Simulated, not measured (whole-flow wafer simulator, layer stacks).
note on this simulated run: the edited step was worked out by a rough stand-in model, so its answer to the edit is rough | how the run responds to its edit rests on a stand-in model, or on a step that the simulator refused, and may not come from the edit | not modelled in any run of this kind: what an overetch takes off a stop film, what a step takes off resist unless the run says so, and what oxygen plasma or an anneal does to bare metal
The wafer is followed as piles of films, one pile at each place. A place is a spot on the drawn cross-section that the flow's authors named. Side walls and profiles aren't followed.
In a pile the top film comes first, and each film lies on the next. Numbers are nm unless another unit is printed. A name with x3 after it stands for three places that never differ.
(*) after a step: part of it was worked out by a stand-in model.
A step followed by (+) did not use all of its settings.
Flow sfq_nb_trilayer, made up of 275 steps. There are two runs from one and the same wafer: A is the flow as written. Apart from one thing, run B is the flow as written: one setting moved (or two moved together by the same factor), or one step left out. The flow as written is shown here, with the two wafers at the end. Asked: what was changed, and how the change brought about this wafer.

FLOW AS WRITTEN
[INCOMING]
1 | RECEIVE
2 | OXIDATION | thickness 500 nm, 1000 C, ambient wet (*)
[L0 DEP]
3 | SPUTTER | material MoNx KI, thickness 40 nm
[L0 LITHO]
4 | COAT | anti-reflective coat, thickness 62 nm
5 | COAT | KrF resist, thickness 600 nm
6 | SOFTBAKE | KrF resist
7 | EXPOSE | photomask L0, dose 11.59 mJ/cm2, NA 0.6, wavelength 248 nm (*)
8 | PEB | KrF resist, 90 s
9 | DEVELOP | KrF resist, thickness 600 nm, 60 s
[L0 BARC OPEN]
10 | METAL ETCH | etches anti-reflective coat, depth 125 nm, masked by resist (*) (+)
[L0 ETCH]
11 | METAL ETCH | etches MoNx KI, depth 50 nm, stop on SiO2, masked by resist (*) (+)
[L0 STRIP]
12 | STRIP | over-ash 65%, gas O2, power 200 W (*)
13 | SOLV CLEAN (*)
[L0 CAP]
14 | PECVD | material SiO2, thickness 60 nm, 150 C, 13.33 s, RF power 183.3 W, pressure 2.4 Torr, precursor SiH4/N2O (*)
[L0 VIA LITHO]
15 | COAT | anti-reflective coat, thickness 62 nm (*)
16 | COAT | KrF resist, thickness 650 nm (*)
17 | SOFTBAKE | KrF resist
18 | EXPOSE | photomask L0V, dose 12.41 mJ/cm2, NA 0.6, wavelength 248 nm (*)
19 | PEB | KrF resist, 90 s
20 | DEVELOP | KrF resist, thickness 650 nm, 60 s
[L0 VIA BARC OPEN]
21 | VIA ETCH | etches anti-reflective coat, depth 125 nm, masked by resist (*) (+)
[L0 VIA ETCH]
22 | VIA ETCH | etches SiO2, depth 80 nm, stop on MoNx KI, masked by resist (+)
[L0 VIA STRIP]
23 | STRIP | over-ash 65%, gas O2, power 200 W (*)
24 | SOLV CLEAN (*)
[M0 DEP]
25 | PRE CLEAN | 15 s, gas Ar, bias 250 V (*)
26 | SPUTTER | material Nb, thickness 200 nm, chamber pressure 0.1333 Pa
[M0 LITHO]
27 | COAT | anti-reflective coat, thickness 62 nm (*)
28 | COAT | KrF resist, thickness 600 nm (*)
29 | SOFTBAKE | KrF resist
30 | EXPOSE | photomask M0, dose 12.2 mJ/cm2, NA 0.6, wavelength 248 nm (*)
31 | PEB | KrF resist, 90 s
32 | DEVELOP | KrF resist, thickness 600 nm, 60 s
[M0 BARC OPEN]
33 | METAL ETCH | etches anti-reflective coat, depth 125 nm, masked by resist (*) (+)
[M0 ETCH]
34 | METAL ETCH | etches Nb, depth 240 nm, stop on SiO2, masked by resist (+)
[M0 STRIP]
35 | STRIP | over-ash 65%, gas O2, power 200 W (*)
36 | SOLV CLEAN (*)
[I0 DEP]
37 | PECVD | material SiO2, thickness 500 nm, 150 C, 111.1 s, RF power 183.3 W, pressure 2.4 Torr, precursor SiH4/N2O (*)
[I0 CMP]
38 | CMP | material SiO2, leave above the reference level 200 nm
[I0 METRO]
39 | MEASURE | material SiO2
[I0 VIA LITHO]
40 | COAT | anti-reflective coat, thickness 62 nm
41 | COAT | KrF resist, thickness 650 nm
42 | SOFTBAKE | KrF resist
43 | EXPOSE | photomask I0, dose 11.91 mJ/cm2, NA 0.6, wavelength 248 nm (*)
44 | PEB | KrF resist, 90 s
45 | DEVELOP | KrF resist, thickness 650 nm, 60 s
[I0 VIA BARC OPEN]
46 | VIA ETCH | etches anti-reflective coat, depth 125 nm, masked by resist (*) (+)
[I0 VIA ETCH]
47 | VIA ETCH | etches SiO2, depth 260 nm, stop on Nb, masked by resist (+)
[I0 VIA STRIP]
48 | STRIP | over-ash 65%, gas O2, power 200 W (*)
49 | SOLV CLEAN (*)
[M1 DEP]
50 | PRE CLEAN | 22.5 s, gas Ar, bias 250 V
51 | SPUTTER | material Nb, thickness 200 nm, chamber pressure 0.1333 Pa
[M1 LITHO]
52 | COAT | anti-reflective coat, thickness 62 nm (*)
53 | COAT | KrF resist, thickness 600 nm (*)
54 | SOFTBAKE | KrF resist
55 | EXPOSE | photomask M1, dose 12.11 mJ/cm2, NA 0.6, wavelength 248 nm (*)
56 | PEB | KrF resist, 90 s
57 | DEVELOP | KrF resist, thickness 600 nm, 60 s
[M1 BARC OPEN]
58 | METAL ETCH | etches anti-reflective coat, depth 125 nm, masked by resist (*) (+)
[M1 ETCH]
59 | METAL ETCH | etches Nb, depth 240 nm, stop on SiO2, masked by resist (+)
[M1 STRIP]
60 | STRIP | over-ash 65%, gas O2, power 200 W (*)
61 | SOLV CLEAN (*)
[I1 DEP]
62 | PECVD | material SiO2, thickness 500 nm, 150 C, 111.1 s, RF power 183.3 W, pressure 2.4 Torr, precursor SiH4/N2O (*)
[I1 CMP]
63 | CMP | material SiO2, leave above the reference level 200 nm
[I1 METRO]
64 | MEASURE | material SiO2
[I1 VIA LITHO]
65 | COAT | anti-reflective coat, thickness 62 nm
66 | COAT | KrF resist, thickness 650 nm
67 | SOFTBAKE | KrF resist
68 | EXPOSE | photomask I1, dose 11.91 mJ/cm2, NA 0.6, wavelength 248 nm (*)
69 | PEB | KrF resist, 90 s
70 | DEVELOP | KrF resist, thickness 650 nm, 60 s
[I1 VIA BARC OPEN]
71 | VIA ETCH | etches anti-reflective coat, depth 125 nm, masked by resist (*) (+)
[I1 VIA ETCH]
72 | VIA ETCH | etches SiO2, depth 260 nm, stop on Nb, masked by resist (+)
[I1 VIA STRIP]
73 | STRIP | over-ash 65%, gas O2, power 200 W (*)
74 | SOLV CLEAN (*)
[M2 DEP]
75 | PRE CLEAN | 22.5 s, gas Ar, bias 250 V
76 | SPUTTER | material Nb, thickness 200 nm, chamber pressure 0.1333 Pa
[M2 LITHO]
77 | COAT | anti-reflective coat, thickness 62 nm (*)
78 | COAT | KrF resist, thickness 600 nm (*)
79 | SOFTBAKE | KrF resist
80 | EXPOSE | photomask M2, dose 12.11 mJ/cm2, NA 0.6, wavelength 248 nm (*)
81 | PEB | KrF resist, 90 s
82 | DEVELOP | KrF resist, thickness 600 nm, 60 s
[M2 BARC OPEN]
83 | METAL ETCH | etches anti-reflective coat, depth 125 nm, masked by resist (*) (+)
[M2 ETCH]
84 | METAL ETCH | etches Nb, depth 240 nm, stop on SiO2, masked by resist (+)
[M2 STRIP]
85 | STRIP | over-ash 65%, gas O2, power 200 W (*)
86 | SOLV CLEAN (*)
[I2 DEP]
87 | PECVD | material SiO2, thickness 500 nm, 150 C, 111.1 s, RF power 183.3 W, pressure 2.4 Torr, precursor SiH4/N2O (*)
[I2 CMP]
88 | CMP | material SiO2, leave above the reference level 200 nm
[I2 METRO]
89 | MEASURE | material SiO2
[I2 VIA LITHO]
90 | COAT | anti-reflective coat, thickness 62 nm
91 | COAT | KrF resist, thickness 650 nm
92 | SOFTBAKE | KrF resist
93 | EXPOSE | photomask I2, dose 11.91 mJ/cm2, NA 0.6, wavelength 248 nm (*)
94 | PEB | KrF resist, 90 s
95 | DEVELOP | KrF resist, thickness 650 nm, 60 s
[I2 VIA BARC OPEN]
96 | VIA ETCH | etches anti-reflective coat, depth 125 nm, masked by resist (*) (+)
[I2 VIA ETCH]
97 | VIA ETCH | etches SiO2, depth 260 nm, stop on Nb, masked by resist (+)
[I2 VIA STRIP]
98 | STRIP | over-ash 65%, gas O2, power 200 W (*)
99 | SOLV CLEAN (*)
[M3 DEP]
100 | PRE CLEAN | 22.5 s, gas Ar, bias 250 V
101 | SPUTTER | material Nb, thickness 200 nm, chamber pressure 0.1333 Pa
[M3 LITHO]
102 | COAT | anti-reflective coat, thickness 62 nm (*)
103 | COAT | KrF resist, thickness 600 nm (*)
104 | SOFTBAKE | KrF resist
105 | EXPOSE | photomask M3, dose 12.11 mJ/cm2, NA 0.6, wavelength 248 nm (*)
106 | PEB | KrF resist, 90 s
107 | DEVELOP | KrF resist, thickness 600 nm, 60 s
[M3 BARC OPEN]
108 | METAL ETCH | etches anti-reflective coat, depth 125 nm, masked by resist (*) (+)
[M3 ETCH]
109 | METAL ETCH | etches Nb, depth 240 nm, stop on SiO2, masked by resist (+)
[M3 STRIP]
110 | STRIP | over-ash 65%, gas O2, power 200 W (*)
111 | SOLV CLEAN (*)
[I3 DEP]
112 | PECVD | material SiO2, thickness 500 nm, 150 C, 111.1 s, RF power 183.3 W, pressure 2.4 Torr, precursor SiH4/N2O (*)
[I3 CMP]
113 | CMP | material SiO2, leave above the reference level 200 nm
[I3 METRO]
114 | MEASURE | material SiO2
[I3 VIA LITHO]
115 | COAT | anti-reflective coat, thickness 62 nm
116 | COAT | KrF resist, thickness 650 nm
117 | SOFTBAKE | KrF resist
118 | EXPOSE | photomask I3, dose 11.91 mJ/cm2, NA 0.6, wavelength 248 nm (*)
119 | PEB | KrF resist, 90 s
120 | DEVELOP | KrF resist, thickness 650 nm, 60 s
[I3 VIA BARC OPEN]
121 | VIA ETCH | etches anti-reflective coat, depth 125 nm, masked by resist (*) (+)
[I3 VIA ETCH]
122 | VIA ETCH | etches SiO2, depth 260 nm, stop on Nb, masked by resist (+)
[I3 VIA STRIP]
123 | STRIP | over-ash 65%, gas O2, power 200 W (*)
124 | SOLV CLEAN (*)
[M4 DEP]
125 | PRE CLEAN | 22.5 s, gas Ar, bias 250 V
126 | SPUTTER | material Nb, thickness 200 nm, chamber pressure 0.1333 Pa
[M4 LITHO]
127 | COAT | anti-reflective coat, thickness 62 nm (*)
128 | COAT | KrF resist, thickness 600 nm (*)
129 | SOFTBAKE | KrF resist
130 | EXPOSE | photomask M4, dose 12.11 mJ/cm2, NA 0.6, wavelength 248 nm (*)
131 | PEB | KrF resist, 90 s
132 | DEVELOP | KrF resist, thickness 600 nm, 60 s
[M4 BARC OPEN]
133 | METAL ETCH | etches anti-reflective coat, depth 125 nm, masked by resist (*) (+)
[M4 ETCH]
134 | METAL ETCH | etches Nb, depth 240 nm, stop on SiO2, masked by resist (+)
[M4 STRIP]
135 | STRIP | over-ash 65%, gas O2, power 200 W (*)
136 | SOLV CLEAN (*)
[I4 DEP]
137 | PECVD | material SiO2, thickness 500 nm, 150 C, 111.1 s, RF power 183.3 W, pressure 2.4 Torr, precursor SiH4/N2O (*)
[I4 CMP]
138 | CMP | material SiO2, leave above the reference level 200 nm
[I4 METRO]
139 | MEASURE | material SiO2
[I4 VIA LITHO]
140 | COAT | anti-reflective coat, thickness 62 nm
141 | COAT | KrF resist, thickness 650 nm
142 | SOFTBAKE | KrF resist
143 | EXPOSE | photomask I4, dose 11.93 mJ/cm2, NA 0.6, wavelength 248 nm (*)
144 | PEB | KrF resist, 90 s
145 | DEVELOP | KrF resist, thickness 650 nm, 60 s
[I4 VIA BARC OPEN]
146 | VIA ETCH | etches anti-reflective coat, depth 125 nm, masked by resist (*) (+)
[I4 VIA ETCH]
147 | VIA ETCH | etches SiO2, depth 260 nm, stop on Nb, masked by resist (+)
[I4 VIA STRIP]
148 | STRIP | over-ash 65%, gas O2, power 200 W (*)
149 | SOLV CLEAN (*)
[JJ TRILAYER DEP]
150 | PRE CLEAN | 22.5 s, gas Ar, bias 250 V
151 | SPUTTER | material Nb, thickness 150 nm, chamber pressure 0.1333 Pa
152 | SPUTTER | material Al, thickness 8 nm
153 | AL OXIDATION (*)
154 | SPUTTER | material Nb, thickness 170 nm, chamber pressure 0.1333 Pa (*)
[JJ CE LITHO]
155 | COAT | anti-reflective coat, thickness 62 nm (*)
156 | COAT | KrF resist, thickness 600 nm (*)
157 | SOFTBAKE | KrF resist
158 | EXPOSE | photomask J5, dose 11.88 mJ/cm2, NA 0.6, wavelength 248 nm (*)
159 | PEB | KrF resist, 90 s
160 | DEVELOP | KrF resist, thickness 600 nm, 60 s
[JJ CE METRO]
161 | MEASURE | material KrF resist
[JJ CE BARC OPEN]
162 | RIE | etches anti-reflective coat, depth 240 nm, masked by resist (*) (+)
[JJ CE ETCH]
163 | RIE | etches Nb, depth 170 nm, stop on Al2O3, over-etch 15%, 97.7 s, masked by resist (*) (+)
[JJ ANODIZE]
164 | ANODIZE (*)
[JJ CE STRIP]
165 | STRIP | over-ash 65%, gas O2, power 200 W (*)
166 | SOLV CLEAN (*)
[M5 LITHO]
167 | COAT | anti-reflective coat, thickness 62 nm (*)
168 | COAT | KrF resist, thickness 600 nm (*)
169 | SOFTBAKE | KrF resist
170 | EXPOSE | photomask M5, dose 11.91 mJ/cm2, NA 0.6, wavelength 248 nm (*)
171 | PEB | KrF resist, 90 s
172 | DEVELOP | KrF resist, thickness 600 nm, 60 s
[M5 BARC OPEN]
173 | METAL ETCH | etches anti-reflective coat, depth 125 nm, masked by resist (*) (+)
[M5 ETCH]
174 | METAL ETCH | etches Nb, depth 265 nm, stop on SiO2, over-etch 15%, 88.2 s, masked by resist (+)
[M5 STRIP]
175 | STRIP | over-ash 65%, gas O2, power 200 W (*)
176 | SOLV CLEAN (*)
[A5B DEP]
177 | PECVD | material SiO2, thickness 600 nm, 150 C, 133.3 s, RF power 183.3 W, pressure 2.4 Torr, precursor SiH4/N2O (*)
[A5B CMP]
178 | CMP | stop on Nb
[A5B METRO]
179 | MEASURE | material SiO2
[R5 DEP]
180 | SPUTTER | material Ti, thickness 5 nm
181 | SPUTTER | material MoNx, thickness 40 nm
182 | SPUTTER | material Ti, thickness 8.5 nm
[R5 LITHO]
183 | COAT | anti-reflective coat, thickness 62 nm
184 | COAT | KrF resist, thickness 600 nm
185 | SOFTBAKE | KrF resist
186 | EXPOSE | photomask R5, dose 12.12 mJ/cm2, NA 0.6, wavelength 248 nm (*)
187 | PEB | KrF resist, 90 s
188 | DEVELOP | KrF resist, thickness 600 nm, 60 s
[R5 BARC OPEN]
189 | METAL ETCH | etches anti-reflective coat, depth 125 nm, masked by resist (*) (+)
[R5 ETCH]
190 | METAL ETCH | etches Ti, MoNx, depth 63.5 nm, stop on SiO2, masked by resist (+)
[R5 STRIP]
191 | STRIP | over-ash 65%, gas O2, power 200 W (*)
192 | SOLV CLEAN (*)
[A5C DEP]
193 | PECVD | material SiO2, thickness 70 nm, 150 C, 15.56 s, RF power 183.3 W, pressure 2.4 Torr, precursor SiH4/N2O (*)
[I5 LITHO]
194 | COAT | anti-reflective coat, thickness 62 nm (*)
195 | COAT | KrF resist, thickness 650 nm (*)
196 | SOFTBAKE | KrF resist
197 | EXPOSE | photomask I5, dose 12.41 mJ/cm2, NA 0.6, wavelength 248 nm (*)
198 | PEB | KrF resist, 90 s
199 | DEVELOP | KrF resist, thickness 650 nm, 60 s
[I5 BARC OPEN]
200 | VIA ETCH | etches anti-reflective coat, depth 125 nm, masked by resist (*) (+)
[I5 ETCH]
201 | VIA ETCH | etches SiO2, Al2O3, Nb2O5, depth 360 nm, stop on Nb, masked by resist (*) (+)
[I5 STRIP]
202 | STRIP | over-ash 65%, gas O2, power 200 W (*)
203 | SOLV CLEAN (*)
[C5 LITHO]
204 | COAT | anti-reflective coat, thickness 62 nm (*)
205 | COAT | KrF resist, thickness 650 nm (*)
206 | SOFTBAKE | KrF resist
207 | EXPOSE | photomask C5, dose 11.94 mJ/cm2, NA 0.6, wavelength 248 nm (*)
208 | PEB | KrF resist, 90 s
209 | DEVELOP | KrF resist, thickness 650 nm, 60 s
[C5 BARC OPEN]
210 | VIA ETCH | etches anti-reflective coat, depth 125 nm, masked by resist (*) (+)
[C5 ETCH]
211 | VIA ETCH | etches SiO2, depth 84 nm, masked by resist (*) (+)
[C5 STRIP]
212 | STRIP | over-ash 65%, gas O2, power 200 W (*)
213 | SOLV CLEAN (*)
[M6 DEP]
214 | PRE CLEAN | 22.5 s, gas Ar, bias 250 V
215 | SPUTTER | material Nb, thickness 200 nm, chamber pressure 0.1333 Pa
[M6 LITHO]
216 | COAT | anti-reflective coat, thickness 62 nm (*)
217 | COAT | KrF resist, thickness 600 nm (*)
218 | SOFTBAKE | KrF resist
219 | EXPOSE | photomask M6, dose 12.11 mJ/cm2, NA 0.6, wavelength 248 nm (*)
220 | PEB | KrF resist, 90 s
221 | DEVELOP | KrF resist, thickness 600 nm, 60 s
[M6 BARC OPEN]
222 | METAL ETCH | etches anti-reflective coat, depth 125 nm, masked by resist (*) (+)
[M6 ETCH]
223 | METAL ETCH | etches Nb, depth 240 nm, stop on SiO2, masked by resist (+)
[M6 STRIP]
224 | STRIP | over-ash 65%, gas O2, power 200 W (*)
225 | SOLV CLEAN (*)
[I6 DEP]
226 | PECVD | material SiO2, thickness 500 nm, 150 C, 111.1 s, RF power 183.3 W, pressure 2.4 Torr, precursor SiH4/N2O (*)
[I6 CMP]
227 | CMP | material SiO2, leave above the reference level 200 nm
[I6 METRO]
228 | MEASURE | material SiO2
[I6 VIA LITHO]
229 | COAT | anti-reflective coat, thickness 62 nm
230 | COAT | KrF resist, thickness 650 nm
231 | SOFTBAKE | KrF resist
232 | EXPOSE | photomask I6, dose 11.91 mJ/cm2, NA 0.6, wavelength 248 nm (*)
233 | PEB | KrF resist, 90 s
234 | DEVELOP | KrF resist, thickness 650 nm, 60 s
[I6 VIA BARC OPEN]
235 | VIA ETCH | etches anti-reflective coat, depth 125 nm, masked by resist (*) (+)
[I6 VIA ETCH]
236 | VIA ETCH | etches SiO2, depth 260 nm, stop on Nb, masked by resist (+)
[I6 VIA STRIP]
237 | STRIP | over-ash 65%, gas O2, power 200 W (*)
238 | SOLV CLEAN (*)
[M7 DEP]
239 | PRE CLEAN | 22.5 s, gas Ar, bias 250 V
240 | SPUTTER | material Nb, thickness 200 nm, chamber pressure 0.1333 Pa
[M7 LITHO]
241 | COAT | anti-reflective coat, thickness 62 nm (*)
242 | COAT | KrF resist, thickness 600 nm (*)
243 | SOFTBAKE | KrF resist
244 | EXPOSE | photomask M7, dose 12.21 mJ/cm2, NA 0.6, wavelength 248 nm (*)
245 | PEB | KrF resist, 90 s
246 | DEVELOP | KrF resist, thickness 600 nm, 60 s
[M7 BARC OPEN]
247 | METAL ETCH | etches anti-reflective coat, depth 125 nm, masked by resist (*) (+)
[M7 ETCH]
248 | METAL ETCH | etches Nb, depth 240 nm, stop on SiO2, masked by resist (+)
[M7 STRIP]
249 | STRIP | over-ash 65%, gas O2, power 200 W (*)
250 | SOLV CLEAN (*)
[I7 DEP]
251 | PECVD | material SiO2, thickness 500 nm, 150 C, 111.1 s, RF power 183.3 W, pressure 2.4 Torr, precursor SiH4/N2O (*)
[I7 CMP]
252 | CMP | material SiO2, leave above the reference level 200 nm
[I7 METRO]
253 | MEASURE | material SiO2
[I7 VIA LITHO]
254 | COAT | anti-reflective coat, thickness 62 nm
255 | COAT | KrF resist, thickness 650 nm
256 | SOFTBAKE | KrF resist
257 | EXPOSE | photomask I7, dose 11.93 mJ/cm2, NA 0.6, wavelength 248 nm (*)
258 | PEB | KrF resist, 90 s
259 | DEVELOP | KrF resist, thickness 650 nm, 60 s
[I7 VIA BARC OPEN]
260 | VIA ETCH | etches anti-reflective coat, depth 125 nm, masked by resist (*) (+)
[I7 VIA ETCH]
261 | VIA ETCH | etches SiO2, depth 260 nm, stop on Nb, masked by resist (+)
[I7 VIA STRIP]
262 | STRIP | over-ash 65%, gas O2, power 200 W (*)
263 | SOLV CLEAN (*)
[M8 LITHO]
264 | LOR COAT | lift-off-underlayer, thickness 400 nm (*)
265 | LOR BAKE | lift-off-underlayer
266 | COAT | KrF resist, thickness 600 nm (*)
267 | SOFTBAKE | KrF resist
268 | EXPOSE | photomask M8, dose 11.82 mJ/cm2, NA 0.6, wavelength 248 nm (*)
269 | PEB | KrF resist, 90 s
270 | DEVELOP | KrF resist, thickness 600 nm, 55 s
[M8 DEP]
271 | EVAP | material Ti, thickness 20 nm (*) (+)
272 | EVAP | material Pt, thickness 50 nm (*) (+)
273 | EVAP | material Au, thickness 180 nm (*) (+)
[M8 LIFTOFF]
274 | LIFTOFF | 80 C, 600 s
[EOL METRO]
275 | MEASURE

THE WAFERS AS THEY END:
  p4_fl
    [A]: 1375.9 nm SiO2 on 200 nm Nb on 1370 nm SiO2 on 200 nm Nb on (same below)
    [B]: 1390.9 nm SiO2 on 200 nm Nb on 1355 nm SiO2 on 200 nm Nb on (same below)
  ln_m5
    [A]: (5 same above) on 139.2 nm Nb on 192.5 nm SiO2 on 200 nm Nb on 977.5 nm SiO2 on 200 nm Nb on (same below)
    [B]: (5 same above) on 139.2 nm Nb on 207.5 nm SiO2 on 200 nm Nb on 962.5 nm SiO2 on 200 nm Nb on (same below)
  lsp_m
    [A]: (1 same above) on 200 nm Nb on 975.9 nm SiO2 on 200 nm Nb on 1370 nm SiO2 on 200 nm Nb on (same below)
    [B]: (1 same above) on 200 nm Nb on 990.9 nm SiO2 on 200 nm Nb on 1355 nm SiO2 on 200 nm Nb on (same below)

The reason: step 112, PECVD: thickness 385 nm was run, whereas the flow has thickness 500 nm; step 112, PECVD: 85.56 s was run, where the flow has 111.1 s.

How this came from the change, step by step:
  112 | PECVD | material SiO2, thickness 500 nm, 150 C, 111.1 s, RF power 183.3 W, pressure 2.4 Torr, precursor SiH4/N2O (*)
      field_l, be, be_sur and 64 more: A +500 SiO2 | B +385 SiO2
      v_sur, via_wl, via_wr and 27 more: A +500 SiO2 (new film) | B +385 SiO2 (new film)
      (as well as at 9 more places)
  113 | CMP | material SiO2, leave above the reference level 200 nm
      field_l, be, be_sur and 64 more: A -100 SiO2 | B nothing
      p4_g1, p4_g2, p3_s0, p3_s1, p3_s2, p3_s3, p3_s4, p3_s5: A -157.1 SiO2 | B nothing
      (as well as at 31 more places)
  115 | COAT | anti-reflective coat, thickness 62 nm
      p3_s0, p3_s1, p3_s2, p3_s3, p3_s4, p3_s5: A +62 anti-reflective coat (new film) | B +66.8 anti-reflective coat (new film)
      p3_l1, p3_l2, p3_l3, p3_l4, p3_l5, p3_l6: A +62 anti-reflective coat (new film) | B +58.3 anti-reflective coat (new film)
      (as well as at 35 more places)
  123 | STRIP | over-ash 65%, gas O2, power 200 W (*)
      p3_s1, p3_s2, p3_s3: A -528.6 KrF resist (all of it), -62 anti-reflective coat (all of it) | B -532.1 KrF resist (all of it), -66.8 anti-reflective coat (all of it)
      m0r_space_l, m6r_space_l, m7r_space_l: A -528.6 KrF resist (all of it), -62 anti-reflective coat (all of it) | B -531.1 KrF resist (all of it), -64.1 anti-reflective coat (all of it)
      (as well as at 41 more places)
  127 | COAT | anti-reflective coat, thickness 62 nm (*)
      p3_fr, m0r_space_l, m0r_space_r, m6r_space_l, m6r_space_r, m7r_space_l, m7r_space_r: A +62 anti-reflective coat (new film) | B +63.9 anti-reflective coat (new film)
      p3_s0, p3_s1, p3_s2, p3_s3, p3_s4, p3_s5: A +62 anti-reflective coat (new film) | B +65.9 anti-reflective coat (new film)
      (as well as at 32 more places)
  133 | METAL ETCH | etches anti-reflective coat, depth 125 nm, masked by resist (*) (+)
      p3_fr, m0r_space_l, m0r_space_r, m6r_space_l, m6r_space_r, m7r_space_l, m7r_space_r: A -62 anti-reflective coat (all of it) | B -63.9 anti-reflective coat (all of it)
      p3_s0, p3_s1, p3_s2, p3_s3, p3_s4, p3_s5: A -62 anti-reflective coat (all of it) | B -65.9 anti-reflective coat (all of it)
      (as well as at 14 more places)
  135 | STRIP | over-ash 65%, gas O2, power 200 W (*)
      p3_l2, p3_l3, p3_l4: A -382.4 KrF resist (all of it), -62 anti-reflective coat (all of it) | B -377.8 KrF resist (all of it), -57.6 anti-reflective coat (all of it)
      v_sur: A -379.9 KrF resist (all of it), -61.4 anti-reflective coat (all of it) | B -374.7 KrF resist (all of it), -57.7 anti-reflective coat (all of it)
      (as well as at 14 more places)
  137 | PECVD | material SiO2, thickness 500 nm, 150 C, 111.1 s, RF power 183.3 W, pressure 2.4 Torr, precursor SiH4/N2O (*)
      p3_s0, p3_s1, p3_s2, p3_s3, p3_s4, p3_s5: A +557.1 SiO2 | B +572.1 SiO2
  138 | CMP | material SiO2, leave above the reference level 200 nm
      field_l, be, be_sur and 55 more: A -100 SiO2 | B -85 SiO2
      ln_m5, lsp_m, ln_m6, p4_fl, p4_fm, p4_g1, p4_g2, p4_fr: A -300 SiO2 | B -285 SiO2
      (as well as at 3 more places)
